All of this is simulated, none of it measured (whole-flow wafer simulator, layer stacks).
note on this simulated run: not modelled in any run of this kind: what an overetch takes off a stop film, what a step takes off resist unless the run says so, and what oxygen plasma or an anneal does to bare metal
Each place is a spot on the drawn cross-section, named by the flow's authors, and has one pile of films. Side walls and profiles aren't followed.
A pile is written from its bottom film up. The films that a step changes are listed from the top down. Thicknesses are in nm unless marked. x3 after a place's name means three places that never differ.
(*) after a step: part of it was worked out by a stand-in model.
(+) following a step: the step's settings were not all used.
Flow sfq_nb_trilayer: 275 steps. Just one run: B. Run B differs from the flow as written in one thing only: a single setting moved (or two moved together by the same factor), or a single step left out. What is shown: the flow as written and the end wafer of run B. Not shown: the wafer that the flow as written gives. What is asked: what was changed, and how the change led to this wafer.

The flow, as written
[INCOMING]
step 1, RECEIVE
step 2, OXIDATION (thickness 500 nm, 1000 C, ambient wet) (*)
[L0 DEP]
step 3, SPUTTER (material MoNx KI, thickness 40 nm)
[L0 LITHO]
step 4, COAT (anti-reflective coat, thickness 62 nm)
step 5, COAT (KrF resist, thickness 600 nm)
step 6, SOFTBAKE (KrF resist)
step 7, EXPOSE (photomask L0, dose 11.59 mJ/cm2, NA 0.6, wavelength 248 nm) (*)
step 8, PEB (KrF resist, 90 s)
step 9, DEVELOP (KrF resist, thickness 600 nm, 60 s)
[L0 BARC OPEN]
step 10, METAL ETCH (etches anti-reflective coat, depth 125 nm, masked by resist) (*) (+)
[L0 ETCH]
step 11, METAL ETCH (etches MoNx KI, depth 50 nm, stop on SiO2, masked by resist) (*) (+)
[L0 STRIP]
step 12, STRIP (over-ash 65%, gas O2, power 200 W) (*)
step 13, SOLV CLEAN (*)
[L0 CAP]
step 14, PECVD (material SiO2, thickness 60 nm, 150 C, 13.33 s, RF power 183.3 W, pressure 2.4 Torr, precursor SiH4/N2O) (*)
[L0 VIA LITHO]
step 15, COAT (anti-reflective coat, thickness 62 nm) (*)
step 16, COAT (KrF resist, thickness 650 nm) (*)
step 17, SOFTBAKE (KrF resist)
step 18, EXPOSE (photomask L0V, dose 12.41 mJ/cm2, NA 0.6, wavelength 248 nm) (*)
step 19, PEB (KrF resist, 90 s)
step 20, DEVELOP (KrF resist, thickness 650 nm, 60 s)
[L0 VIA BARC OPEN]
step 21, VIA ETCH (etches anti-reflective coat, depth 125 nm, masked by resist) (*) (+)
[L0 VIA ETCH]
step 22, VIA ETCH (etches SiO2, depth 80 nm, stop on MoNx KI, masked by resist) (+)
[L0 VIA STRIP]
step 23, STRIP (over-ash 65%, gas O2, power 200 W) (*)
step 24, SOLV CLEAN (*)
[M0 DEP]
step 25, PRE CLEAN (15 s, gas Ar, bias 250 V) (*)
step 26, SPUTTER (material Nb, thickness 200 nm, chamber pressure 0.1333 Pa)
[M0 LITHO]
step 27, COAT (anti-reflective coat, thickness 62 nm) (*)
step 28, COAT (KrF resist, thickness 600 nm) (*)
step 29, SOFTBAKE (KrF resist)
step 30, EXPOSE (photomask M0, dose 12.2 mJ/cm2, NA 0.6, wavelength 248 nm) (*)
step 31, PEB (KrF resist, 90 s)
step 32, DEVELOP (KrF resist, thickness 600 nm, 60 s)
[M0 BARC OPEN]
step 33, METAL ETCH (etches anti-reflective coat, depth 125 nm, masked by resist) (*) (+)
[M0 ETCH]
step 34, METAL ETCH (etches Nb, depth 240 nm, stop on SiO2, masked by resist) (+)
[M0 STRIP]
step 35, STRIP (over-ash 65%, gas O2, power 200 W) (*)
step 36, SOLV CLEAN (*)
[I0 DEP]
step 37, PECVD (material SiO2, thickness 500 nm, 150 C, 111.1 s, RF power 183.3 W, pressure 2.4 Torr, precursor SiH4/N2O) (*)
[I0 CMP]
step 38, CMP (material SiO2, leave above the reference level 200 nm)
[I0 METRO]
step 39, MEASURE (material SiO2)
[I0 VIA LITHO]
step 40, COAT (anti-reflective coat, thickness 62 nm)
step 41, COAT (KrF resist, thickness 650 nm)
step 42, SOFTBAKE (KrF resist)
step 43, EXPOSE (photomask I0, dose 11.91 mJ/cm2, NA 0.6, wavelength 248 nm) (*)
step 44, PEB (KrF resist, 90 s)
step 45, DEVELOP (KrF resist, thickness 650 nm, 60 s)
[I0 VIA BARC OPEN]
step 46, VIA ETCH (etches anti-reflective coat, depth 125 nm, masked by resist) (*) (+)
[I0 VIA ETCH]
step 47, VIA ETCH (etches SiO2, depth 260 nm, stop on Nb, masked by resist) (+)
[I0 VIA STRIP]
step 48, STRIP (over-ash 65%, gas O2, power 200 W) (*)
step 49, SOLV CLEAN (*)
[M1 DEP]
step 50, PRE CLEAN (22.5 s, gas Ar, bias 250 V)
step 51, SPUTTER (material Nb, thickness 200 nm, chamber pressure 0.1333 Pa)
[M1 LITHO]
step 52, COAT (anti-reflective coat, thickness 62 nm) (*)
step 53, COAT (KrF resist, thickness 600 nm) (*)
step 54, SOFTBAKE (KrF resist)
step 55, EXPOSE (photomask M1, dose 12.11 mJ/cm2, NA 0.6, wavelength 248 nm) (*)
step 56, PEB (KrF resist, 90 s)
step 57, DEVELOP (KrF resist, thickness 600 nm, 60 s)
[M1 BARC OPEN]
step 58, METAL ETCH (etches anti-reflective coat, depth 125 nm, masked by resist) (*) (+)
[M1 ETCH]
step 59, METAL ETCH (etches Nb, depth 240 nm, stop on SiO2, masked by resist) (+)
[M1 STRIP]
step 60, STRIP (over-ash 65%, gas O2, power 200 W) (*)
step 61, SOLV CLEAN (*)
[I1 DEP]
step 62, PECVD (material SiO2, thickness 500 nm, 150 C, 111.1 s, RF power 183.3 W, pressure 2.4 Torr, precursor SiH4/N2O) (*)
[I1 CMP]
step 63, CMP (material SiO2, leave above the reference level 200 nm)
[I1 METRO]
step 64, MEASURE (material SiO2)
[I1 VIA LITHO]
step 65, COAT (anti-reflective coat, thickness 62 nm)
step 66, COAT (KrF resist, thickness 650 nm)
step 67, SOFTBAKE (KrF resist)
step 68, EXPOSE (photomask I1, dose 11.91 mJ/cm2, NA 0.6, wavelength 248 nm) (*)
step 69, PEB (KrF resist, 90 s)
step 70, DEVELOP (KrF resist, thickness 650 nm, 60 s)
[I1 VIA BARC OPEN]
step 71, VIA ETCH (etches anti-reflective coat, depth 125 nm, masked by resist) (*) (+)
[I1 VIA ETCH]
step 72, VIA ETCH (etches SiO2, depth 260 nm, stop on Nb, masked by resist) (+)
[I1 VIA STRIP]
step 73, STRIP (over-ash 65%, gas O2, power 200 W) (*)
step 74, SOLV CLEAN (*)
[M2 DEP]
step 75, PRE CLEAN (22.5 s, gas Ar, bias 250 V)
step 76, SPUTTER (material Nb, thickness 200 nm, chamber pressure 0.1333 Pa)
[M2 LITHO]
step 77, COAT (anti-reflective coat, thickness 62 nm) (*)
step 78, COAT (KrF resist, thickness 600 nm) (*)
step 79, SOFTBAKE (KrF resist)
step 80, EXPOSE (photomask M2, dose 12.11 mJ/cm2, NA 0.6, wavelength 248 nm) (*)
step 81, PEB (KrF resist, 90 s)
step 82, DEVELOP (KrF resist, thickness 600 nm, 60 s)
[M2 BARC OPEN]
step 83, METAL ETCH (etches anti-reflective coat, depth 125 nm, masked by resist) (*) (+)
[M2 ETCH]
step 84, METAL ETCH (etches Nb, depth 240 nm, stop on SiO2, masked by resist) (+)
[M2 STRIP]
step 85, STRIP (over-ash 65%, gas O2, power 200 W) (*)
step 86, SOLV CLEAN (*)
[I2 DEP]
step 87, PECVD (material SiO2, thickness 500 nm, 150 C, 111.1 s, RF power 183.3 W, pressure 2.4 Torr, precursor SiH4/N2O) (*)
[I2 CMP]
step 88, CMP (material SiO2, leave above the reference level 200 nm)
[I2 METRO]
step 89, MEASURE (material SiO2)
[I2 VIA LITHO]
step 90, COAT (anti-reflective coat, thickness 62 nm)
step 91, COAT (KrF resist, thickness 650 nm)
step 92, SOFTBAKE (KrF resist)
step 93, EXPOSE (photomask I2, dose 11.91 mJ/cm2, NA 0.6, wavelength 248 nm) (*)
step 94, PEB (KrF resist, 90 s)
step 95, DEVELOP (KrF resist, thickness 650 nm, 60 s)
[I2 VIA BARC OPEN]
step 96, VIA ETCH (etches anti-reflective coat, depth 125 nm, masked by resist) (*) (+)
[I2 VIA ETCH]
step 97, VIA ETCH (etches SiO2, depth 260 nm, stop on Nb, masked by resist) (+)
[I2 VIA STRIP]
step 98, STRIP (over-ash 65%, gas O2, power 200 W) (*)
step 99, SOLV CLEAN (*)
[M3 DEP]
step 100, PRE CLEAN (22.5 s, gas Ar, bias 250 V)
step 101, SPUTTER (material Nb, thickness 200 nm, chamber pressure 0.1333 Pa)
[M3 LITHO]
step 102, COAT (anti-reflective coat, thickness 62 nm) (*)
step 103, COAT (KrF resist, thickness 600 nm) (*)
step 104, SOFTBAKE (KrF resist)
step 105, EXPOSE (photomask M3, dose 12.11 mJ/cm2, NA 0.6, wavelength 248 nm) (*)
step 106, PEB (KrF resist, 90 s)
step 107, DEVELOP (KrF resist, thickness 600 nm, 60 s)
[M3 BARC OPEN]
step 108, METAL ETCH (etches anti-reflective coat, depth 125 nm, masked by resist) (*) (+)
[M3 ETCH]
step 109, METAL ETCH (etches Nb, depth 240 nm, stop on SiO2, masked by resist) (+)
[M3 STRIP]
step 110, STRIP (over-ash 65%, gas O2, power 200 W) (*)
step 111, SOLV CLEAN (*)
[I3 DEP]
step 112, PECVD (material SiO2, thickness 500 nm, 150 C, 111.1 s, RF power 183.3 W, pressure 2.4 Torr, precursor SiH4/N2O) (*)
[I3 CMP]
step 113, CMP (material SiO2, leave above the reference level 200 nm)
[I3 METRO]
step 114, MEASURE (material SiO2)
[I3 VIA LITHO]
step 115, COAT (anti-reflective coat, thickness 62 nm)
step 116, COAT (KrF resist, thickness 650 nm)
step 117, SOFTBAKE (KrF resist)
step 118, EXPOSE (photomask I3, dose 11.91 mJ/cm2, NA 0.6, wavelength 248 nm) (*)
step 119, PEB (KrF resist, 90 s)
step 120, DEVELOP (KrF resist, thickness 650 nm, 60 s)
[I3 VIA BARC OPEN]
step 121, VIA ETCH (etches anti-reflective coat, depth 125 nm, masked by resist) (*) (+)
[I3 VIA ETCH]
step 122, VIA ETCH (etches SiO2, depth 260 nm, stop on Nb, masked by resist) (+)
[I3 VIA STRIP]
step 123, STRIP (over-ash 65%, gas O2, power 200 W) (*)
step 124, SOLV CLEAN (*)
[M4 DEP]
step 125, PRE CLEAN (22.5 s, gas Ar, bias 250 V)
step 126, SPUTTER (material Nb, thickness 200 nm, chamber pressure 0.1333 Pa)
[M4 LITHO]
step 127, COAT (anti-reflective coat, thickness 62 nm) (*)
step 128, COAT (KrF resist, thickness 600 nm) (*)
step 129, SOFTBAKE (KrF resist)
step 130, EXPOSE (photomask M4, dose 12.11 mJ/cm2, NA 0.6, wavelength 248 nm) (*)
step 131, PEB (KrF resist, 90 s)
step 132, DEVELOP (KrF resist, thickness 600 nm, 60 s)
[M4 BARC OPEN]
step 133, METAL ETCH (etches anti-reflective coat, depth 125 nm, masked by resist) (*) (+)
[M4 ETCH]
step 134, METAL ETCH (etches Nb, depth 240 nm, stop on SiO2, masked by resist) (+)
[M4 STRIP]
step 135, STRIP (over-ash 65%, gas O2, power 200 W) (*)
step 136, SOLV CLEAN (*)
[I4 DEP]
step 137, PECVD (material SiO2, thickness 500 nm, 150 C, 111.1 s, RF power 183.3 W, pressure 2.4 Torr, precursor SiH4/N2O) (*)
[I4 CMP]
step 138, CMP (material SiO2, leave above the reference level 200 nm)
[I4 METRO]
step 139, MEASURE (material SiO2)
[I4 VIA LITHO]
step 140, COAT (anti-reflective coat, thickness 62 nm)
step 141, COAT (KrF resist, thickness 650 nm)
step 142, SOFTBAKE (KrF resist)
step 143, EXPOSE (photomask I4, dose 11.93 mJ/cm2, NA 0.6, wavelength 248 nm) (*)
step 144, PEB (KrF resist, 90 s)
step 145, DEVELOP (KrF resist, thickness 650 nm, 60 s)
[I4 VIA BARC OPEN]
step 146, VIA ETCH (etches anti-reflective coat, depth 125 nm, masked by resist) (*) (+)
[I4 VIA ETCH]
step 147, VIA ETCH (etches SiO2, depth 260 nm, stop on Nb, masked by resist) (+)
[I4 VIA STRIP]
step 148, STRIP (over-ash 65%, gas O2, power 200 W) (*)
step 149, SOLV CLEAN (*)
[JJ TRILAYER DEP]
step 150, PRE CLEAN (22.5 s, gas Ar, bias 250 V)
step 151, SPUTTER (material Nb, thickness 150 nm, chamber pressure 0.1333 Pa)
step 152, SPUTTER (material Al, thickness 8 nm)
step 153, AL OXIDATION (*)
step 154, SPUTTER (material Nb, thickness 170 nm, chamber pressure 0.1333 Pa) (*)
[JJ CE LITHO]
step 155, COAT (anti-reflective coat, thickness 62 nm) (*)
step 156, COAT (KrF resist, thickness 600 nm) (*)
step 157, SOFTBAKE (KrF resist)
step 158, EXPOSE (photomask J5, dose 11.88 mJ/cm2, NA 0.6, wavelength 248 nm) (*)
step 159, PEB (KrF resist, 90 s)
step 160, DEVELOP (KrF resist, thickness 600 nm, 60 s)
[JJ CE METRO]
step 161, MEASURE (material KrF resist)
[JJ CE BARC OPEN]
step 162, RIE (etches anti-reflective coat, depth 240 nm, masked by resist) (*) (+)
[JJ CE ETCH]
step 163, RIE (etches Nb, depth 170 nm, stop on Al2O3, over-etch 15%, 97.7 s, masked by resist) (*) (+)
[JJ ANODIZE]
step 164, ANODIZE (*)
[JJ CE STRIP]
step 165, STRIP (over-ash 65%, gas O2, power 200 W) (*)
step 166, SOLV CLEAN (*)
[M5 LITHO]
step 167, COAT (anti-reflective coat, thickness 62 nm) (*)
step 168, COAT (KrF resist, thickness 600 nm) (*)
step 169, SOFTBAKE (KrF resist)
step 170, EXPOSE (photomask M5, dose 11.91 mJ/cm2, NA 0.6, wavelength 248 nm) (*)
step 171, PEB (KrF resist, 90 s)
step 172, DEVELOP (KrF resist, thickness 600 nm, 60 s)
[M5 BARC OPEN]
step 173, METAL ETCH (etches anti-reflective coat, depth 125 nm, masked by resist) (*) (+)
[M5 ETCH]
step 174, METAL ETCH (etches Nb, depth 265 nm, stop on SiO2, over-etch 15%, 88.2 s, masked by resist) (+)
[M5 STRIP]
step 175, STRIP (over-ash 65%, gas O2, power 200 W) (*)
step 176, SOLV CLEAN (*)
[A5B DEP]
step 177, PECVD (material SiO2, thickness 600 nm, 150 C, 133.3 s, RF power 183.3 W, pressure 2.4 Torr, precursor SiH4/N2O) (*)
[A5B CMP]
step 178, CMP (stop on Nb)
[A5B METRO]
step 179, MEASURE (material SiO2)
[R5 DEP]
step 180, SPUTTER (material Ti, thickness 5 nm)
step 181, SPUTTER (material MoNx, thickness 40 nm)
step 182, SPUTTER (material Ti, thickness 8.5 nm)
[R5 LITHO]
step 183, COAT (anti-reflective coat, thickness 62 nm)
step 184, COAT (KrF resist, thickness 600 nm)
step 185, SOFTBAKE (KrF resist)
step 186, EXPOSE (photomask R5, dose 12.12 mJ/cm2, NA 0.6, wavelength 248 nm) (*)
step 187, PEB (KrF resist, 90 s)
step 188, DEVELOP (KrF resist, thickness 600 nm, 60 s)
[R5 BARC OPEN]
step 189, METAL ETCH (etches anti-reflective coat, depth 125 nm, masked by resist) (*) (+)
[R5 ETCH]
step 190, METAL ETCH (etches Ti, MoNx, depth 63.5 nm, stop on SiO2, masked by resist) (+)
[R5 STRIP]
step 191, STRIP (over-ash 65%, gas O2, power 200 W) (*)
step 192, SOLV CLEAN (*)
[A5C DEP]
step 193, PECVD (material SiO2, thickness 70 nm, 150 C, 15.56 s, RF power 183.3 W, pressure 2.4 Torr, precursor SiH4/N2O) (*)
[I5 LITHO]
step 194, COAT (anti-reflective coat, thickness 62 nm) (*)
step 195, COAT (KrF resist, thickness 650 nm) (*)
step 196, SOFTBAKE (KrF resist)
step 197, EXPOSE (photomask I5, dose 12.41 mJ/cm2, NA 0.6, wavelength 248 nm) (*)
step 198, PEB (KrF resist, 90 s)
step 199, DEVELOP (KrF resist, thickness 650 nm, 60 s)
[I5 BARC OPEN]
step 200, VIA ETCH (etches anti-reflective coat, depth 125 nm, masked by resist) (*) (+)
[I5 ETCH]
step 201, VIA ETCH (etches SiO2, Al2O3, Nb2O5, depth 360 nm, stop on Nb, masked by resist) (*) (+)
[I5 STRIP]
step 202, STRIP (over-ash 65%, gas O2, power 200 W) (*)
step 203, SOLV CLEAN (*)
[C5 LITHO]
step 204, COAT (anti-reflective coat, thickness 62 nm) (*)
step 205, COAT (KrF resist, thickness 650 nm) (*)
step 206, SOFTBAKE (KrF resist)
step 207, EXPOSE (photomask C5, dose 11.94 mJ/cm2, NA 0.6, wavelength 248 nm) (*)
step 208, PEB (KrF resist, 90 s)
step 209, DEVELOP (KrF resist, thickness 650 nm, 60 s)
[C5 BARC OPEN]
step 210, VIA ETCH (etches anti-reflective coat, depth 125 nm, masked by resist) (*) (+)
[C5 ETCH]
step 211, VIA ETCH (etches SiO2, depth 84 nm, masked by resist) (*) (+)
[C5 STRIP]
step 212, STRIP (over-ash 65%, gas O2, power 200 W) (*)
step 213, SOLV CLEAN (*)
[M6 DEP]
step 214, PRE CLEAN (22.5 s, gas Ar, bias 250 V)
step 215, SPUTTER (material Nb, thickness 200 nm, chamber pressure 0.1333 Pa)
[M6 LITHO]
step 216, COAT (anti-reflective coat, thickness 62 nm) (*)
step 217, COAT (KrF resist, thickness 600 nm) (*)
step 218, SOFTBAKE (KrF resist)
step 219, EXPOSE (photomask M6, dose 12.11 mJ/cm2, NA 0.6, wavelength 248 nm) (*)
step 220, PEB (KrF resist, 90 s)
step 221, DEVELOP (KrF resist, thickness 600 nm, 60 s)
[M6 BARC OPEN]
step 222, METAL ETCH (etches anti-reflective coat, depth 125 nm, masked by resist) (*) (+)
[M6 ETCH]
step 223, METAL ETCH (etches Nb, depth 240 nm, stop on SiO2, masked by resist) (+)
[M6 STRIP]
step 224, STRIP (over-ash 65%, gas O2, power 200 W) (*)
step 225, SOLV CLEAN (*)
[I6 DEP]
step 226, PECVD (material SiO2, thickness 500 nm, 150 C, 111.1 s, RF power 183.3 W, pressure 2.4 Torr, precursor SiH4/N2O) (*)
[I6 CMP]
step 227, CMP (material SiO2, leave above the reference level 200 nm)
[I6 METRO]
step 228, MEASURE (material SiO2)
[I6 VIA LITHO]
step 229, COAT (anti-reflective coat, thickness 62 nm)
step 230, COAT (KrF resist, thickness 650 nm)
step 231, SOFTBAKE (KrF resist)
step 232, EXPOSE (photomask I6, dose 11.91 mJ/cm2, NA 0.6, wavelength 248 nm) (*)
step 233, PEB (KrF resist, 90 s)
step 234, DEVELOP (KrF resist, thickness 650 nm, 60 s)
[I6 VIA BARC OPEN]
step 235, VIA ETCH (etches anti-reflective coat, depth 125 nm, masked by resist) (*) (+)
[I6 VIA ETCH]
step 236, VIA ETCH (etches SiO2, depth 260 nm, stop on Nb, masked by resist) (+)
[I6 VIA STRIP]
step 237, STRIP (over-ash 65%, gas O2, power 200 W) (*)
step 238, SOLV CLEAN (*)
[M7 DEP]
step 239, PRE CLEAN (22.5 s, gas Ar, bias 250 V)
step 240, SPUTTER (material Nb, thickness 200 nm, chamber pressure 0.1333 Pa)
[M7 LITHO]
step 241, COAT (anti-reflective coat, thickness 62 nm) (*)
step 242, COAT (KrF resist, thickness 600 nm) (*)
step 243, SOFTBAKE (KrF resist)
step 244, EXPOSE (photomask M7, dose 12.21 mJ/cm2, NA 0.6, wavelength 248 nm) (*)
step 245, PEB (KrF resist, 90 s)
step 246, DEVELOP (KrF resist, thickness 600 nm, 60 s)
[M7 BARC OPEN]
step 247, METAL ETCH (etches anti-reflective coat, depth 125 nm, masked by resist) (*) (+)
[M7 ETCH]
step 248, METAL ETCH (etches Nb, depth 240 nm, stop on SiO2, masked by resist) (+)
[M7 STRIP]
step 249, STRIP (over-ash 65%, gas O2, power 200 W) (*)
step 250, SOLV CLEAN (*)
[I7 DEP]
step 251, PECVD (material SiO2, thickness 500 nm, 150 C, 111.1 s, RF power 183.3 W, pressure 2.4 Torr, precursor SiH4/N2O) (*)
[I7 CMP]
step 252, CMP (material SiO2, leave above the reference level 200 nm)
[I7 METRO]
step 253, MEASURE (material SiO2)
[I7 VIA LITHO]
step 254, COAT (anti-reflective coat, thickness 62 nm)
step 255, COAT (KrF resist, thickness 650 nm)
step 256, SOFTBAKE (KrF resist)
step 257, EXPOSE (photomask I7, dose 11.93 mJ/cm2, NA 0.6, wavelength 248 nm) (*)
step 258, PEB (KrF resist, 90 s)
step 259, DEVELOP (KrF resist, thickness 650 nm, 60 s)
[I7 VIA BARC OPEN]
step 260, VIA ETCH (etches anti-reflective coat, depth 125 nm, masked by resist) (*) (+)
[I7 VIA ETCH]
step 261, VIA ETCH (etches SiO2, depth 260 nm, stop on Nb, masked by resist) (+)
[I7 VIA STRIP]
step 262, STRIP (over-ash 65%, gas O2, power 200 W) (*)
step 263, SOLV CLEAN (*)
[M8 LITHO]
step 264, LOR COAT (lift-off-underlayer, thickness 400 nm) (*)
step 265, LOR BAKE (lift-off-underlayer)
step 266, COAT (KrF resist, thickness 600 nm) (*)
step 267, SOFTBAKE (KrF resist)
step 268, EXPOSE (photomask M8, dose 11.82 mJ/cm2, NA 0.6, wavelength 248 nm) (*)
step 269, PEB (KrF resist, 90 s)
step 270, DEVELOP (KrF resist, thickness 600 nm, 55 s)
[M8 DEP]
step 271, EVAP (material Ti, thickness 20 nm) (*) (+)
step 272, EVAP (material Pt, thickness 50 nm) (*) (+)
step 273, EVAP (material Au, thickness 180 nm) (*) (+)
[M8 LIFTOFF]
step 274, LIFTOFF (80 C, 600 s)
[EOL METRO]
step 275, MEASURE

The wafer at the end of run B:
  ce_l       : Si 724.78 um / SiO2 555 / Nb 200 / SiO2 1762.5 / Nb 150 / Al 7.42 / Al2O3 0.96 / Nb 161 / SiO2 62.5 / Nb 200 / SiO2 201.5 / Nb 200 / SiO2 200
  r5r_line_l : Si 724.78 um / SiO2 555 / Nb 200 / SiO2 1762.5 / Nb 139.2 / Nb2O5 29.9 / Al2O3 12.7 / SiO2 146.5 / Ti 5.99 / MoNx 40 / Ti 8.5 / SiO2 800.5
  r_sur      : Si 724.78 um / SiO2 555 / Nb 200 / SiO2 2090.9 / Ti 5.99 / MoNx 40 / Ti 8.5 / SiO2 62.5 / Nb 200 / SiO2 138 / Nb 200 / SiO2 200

What caused this: step 180, SPUTTER: thickness 5.99 nm was run, whereas the flow has thickness 5 nm.
The wafer lets one read it off: r5r_line_l has Ti 5.99, and step 180 as written asks for 5 nm.

How this came from the change, step by step:
  step 180, SPUTTER (material Ti, thickness 5 nm)
      field_l, v_sur, via_wl and 103 more: Ti gains 5.99 (new film) (it would be, as written: Ti gains 5 (new film))
  step 190, METAL ETCH (etches Ti, MoNx, depth 63.5 nm, stop on SiO2, masked by resist) (+)
      field_l, v_sur, via_wl and 92 more: Ti loses 8.5 (all of it), MoNx loses 40 (all of it), Ti loses 5.99 (all of it) (it would be, as written: Ti loses 8.5 (all of it), MoNx loses 40 (all of it), Ti loses 5 (all of it))
      ce_l, c5j, ce_r, wl_jj: Ti loses 8.5 (all of it), MoNx loses 40 (all of it), Ti loses 5.99 (all of it), Nb loses 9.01 (it would be, as written: Ti loses 8.5 (all of it), MoNx loses 40 (all of it), Ti loses 5 (all of it), Nb loses 10)
